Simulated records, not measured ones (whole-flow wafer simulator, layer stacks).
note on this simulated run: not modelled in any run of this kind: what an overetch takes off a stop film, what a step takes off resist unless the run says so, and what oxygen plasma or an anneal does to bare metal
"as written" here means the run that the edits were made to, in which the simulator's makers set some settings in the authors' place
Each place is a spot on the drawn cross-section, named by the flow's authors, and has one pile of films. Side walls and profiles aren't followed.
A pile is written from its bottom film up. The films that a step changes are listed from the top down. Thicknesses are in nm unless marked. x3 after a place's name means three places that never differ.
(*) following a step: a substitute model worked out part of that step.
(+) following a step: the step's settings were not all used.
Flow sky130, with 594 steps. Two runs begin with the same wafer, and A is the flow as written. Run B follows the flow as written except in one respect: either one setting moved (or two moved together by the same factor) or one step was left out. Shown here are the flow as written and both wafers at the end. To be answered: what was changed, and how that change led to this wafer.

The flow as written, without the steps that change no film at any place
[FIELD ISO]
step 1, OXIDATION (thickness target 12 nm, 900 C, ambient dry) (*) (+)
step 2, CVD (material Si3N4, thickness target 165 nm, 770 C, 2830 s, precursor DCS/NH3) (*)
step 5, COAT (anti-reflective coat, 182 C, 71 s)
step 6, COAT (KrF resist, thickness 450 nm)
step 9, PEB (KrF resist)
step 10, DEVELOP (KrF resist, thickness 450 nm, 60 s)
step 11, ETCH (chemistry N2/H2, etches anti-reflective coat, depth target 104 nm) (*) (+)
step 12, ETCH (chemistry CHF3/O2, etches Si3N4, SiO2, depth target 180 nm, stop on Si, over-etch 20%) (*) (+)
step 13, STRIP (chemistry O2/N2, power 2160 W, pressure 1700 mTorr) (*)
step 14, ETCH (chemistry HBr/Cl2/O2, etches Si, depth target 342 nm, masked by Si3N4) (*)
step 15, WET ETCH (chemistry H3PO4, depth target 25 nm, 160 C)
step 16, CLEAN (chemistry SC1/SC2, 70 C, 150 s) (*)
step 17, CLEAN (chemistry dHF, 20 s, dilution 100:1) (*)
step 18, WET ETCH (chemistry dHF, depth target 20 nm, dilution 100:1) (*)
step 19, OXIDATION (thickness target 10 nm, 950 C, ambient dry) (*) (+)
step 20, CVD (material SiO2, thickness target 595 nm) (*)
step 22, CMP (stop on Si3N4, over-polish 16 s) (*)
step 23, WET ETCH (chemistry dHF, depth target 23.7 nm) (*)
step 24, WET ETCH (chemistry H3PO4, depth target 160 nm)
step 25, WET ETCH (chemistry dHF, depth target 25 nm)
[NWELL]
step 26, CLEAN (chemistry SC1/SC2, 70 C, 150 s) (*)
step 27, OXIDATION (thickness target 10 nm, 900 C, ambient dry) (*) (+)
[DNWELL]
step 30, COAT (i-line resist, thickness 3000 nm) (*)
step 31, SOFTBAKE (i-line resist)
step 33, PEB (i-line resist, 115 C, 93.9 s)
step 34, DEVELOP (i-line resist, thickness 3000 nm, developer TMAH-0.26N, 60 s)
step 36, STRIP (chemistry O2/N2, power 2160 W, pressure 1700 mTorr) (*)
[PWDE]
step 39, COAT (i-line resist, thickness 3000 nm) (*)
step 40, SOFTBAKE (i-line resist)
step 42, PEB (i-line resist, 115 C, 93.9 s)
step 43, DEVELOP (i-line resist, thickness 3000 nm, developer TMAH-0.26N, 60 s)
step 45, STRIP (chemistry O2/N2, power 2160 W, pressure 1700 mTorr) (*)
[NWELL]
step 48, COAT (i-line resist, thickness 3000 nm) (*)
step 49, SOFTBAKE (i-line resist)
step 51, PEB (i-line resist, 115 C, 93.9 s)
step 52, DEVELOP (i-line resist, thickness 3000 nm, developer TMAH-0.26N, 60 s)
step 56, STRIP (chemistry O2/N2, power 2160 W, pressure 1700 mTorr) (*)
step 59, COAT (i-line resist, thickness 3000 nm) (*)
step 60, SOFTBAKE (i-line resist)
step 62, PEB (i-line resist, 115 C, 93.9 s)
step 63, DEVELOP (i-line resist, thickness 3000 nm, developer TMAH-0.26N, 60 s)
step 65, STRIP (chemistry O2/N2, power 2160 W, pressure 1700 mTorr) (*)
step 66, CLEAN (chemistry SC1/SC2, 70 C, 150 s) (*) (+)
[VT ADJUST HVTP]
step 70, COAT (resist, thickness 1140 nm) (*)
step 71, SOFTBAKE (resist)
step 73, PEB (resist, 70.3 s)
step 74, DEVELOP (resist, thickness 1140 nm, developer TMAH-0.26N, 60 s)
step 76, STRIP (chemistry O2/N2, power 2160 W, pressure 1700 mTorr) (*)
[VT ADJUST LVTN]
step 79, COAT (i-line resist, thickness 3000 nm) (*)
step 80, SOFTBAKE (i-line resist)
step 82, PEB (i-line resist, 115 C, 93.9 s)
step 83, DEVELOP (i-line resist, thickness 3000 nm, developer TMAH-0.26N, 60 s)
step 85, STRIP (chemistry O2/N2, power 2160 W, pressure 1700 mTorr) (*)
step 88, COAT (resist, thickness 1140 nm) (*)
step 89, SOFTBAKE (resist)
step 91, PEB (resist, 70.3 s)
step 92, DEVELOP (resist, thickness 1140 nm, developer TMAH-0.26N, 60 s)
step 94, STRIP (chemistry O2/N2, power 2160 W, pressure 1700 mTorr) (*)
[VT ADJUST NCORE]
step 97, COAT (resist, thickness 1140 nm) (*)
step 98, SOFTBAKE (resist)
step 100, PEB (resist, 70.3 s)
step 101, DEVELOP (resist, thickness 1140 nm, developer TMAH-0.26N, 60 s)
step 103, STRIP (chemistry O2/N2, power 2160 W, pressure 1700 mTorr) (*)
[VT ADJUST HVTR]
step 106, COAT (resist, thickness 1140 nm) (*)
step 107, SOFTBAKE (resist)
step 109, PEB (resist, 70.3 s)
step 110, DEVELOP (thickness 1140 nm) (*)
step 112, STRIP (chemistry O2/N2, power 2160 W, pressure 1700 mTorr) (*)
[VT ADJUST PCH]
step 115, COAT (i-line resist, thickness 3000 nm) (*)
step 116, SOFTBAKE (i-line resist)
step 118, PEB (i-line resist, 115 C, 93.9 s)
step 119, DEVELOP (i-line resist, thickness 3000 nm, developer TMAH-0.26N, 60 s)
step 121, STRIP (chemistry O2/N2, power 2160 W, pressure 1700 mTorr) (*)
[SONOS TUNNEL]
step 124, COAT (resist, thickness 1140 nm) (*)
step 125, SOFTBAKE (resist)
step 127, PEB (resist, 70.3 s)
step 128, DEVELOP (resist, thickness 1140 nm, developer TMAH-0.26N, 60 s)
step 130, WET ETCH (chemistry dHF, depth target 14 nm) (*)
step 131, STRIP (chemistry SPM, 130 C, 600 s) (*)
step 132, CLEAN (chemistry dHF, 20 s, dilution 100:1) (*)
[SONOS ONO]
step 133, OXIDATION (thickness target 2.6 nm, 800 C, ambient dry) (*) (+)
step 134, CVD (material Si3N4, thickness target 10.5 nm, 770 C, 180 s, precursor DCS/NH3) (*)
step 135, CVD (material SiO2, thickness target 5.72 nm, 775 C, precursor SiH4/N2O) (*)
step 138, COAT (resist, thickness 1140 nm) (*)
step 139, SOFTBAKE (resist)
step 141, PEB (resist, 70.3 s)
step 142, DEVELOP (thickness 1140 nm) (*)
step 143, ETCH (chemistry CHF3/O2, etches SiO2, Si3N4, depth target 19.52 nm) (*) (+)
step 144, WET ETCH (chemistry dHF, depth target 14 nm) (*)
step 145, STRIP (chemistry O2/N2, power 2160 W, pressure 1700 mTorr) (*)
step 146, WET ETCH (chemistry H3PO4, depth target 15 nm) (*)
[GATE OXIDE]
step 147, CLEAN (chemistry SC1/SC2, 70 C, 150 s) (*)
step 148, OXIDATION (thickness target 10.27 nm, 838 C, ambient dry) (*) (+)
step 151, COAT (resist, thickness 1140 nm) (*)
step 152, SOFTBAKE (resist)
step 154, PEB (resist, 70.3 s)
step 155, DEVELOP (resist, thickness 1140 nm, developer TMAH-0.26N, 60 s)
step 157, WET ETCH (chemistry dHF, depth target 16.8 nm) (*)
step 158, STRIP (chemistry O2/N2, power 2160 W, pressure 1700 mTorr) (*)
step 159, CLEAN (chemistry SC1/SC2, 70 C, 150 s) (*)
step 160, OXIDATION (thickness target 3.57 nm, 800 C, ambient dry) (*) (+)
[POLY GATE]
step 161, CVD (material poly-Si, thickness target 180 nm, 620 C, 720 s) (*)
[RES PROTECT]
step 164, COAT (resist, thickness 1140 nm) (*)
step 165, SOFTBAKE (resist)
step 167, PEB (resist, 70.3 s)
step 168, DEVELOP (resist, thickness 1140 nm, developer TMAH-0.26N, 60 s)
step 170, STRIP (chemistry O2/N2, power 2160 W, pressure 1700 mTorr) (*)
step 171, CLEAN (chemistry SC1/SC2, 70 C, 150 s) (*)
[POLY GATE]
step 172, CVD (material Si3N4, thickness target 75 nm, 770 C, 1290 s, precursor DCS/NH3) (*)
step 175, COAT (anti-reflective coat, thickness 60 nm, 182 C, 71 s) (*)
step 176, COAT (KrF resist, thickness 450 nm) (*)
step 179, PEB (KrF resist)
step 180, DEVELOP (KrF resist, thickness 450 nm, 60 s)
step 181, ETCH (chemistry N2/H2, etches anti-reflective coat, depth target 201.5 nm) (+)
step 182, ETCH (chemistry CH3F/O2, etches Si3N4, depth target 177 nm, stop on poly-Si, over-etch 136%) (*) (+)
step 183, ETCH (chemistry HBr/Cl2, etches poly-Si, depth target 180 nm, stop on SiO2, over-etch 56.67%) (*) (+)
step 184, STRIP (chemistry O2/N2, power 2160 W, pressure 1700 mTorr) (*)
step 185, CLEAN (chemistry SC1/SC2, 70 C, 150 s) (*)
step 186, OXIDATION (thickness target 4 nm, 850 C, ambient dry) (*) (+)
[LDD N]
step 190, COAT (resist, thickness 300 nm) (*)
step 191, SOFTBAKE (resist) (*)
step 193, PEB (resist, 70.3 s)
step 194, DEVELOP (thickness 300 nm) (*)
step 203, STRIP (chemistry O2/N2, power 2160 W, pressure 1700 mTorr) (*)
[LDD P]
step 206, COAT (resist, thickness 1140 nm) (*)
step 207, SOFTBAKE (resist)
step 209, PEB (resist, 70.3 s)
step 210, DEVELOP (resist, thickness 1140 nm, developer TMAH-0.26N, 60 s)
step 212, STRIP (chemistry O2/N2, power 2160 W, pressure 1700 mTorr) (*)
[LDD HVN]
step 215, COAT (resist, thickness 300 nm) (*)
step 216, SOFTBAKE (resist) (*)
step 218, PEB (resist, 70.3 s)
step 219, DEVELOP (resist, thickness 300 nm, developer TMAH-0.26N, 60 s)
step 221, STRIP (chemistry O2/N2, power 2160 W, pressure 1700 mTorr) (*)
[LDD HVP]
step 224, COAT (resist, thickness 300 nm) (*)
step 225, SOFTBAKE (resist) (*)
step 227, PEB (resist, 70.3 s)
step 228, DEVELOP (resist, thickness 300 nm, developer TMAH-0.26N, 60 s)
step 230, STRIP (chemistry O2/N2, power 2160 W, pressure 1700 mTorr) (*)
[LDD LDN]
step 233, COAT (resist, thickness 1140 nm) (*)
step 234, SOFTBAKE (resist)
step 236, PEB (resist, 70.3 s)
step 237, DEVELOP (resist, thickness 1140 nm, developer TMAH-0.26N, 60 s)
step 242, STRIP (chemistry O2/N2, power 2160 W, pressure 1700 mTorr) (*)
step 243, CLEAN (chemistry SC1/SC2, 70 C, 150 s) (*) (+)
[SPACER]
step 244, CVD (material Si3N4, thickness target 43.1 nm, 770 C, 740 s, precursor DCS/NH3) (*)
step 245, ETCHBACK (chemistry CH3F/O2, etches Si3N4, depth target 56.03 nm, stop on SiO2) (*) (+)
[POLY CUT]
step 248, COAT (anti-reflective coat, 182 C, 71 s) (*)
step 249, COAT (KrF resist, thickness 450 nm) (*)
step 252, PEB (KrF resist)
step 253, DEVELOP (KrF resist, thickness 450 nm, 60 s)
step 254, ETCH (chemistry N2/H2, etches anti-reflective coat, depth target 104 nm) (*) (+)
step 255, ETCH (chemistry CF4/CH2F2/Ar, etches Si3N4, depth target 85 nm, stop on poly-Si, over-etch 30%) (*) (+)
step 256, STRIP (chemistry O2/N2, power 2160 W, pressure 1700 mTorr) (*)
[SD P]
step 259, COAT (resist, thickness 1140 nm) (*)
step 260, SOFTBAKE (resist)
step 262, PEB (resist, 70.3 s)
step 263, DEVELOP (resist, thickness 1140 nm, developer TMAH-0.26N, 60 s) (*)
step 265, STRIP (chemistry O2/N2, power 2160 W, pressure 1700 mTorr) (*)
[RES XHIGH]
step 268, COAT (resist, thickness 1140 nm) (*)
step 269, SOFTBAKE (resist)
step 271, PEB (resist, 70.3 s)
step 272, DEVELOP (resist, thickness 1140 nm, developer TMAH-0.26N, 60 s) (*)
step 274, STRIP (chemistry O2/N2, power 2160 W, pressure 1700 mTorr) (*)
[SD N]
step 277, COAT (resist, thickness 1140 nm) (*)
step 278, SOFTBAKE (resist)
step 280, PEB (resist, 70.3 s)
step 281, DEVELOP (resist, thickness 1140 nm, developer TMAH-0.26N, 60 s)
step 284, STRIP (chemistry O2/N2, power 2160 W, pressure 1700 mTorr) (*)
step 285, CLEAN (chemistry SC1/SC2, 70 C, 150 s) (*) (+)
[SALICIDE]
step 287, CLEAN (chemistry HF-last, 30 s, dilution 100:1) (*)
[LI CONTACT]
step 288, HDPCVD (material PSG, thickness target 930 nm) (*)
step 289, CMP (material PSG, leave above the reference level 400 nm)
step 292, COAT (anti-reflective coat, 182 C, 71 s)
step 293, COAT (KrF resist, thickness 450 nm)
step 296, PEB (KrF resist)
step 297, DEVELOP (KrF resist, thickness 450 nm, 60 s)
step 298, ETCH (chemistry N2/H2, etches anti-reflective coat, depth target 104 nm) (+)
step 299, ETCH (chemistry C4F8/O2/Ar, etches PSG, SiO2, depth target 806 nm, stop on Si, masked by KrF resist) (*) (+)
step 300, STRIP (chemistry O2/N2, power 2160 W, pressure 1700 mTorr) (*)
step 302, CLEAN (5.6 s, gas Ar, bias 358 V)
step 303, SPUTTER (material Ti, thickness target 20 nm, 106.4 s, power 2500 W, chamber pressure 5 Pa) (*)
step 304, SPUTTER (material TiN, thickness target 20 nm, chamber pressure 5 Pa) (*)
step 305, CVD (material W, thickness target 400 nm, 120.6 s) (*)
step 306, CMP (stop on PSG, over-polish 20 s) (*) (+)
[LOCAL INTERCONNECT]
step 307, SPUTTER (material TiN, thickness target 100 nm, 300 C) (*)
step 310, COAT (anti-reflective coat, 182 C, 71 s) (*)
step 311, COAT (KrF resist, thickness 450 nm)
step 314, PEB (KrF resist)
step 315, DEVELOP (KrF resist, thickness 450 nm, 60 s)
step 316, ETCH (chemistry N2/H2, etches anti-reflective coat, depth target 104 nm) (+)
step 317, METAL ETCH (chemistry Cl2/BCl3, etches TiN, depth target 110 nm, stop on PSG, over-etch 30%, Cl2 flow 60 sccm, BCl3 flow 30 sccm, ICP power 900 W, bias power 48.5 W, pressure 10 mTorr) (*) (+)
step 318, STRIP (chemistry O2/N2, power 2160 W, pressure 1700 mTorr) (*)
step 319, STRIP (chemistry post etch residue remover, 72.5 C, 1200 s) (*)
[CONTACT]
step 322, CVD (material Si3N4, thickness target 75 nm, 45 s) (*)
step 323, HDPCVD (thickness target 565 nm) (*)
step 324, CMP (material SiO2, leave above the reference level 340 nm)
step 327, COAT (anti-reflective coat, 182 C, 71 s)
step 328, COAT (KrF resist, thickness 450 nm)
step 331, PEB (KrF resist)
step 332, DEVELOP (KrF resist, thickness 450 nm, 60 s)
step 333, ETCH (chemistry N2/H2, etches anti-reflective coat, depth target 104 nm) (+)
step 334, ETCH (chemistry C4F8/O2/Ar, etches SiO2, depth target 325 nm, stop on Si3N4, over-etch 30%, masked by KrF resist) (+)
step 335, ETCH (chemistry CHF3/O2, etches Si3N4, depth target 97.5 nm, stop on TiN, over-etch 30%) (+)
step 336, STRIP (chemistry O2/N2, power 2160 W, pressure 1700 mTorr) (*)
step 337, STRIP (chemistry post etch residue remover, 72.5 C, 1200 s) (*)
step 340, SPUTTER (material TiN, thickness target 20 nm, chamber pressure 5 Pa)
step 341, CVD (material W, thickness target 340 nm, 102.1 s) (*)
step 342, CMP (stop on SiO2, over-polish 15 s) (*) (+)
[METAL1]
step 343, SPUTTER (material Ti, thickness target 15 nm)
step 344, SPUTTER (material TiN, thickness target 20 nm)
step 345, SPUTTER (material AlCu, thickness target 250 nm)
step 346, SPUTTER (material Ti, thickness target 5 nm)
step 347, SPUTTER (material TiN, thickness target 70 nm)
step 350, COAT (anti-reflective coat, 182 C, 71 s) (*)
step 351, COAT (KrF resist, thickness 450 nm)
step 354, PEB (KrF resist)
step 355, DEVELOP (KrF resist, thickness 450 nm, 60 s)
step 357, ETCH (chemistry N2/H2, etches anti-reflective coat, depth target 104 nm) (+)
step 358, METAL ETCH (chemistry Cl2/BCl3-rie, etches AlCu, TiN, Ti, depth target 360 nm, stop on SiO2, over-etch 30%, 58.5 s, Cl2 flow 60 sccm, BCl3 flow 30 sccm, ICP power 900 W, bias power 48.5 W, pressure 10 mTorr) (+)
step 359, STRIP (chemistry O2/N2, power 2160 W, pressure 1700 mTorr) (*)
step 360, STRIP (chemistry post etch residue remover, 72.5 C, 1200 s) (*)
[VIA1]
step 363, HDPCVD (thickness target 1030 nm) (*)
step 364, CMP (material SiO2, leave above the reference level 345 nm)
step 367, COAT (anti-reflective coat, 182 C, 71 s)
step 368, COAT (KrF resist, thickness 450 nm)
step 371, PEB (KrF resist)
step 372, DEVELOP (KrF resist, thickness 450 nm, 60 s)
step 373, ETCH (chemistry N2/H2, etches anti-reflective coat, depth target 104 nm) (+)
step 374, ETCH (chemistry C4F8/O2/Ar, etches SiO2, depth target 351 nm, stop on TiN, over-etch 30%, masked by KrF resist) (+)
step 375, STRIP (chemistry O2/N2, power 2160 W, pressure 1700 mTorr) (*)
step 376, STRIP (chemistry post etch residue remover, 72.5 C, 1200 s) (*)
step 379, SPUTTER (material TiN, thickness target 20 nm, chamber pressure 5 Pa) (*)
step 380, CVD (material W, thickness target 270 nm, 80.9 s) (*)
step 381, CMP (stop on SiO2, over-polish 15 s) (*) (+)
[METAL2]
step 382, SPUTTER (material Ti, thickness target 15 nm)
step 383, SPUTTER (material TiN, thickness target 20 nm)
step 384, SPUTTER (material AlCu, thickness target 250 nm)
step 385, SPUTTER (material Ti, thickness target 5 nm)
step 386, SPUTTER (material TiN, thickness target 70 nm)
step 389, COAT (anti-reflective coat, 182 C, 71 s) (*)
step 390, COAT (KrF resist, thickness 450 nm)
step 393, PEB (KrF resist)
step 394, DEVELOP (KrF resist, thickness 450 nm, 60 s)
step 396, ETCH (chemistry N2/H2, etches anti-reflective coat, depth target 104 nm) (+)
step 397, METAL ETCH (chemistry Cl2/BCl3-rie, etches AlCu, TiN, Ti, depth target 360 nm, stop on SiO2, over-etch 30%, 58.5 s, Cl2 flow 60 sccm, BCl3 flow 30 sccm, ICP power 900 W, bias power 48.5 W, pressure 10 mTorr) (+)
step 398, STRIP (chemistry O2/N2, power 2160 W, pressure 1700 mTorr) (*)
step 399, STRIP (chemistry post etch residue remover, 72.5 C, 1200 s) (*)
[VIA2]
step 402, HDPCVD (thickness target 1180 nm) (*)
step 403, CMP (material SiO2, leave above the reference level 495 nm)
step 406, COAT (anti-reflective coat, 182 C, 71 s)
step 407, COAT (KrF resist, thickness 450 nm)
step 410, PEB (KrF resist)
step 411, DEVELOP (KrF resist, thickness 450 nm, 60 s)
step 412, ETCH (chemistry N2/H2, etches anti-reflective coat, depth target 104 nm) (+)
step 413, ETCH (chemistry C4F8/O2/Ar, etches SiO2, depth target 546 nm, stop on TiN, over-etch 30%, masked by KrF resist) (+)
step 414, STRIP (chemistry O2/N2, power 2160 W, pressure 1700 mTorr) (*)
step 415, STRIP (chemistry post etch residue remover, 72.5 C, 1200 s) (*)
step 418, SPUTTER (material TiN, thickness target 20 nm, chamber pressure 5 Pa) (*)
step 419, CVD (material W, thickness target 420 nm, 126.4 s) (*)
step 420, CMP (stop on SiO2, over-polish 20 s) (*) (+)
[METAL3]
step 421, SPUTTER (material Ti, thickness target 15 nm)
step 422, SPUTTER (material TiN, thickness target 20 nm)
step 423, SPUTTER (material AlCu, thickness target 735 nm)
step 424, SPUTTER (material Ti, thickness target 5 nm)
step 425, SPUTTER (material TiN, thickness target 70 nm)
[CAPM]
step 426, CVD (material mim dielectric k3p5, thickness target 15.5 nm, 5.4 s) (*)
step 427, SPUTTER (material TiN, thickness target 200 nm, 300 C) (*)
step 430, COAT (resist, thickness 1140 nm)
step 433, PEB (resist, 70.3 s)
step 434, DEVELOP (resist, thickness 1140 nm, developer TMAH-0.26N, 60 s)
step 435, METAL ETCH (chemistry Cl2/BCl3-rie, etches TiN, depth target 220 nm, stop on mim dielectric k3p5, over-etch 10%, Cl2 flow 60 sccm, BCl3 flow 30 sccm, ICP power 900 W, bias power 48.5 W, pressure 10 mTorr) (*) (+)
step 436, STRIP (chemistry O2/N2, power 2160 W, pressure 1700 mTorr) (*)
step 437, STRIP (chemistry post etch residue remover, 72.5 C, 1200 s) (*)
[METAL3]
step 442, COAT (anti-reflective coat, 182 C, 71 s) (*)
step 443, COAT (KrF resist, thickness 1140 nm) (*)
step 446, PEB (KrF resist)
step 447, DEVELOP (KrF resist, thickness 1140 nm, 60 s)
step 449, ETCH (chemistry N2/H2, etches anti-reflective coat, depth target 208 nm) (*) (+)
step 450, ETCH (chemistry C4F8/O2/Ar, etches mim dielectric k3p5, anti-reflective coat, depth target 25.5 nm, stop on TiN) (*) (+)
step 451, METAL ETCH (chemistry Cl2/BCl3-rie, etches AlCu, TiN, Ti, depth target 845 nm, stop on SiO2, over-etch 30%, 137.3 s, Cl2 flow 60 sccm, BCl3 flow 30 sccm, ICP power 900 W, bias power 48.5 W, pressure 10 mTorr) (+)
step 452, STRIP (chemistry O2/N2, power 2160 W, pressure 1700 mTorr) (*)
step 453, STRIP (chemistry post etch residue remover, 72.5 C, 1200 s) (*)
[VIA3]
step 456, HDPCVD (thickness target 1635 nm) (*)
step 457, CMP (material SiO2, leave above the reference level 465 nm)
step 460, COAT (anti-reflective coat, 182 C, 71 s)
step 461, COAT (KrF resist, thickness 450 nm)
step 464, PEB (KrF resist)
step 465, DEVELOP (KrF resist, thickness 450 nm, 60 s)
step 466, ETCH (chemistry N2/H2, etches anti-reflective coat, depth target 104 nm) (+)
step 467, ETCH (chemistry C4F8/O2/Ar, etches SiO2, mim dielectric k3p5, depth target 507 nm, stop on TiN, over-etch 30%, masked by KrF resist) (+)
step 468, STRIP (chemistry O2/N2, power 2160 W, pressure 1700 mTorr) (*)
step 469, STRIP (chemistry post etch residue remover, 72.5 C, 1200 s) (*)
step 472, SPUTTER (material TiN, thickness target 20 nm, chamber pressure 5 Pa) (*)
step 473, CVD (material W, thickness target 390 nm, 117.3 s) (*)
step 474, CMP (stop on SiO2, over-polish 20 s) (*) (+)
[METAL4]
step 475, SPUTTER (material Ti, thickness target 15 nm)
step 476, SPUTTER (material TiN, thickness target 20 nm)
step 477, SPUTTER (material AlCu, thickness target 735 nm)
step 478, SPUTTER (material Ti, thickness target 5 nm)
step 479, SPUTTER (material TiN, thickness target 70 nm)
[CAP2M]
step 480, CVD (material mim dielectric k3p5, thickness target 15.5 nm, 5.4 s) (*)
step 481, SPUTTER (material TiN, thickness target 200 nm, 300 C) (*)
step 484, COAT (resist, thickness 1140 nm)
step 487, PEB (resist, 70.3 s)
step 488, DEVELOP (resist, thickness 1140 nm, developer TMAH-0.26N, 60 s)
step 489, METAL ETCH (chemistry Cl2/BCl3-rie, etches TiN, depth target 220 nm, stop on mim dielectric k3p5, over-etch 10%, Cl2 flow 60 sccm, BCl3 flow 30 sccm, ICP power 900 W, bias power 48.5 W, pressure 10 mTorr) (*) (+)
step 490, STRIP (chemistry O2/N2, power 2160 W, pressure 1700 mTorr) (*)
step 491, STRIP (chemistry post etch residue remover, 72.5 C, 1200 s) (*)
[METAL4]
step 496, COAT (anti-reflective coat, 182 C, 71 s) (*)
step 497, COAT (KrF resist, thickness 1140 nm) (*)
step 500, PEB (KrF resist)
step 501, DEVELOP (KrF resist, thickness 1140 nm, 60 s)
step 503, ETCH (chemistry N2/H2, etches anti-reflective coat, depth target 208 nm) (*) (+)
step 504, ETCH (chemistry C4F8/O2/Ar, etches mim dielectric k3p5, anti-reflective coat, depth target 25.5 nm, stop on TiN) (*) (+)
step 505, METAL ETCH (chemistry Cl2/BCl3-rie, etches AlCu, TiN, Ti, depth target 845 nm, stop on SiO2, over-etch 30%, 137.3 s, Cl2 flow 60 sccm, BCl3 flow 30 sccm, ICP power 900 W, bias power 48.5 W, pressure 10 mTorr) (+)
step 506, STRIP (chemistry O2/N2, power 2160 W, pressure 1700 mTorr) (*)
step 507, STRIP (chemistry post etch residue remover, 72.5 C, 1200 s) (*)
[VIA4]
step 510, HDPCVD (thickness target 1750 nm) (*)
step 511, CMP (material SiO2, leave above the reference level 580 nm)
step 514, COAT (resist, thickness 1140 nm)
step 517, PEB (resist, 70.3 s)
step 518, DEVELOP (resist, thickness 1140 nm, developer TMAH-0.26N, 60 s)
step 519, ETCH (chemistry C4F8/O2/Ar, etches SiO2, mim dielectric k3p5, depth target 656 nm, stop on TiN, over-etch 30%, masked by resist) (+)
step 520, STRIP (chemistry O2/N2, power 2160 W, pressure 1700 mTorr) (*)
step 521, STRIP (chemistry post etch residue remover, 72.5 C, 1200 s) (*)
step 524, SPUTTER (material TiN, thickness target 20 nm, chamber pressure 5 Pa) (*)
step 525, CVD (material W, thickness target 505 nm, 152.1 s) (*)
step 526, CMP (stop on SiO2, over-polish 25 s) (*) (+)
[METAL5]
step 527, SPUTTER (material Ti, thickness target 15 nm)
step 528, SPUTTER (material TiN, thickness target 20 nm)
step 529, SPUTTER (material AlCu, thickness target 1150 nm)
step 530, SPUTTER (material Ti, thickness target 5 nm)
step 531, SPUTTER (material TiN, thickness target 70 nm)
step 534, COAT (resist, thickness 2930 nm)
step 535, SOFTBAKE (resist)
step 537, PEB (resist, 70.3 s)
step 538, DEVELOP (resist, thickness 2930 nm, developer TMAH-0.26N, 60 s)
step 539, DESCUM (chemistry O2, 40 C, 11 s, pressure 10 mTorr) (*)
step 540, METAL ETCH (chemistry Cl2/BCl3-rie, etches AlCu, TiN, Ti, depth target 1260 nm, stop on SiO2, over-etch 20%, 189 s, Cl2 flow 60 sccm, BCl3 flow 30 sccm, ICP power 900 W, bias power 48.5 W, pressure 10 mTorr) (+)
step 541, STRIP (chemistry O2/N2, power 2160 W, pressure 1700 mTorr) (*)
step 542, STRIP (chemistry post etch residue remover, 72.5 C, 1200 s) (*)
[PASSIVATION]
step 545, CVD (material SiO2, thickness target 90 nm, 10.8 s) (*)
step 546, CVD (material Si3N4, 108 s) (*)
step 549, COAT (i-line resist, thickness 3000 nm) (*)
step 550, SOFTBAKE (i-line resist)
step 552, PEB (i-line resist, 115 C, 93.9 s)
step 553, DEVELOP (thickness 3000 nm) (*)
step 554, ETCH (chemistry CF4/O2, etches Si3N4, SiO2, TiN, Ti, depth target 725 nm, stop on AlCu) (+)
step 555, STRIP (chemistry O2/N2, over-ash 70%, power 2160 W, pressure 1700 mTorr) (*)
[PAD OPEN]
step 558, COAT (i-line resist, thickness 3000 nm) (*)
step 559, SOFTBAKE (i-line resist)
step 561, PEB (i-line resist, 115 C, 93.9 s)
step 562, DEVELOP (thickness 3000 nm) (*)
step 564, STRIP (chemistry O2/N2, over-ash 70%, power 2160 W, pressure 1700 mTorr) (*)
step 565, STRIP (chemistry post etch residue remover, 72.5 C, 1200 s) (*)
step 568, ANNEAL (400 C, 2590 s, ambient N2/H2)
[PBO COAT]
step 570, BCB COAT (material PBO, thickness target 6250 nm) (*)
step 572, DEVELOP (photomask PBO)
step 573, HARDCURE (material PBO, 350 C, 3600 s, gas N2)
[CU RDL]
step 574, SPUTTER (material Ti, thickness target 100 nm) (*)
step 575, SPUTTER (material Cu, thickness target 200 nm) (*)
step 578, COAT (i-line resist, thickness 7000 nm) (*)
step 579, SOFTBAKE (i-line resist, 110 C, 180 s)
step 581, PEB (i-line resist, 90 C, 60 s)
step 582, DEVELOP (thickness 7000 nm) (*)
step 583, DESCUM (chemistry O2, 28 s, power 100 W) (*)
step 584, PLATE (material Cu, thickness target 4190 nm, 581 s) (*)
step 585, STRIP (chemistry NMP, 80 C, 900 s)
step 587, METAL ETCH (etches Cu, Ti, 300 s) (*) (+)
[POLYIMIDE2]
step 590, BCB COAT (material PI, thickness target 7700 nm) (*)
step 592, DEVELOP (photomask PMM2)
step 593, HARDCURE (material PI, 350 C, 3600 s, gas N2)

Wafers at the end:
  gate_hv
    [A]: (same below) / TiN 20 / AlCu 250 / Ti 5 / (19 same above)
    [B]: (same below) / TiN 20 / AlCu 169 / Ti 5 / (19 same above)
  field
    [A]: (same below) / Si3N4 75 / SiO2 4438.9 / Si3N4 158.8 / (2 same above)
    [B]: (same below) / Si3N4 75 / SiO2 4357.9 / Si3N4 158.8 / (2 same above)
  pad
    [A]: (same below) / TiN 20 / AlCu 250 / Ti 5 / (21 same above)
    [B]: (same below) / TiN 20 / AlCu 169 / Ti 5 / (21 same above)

The reason: step 384, SPUTTER: thickness target 169 nm was run, whereas the flow has thickness target 250 nm.
One can read it off the wafer: gate_hv has AlCu 169, and step 384 as written asks for 250 nm.

How this came from the change, step by step:
  step 384, SPUTTER (material AlCu, thickness target 250 nm)
      field, active, n_well and 188 more: A AlCu gains 250 (new film) | B AlCu gains 169 (new film)
  step 397, METAL ETCH (chemistry Cl2/BCl3-rie, etches AlCu, TiN, Ti, depth target 360 nm, stop on SiO2, over-etch 30%, 58.5 s, Cl2 flow 60 sccm, BCl3 flow 30 sccm, ICP power 900 W, bias power 48.5 W, pressure 10 mTorr) (+)
      field, active, gate and 82 more: A TiN loses 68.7 (all of it), Ti loses 5 (all of it), AlCu loses 250 (all of it), TiN loses 20 (all of it), Ti loses 15 (all of it), SiO2 loses 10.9 | B TiN loses 68.7 (all of it), Ti loses 5 (all of it), AlCu loses 169 (all of it), TiN loses 20 (all of it), Ti loses 15 (all of it), SiO2 loses 19
  step 403, CMP (material SiO2, leave above the reference level 495 nm)
      field, active, gate and 82 more: A SiO2 loses 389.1 | B SiO2 loses 462
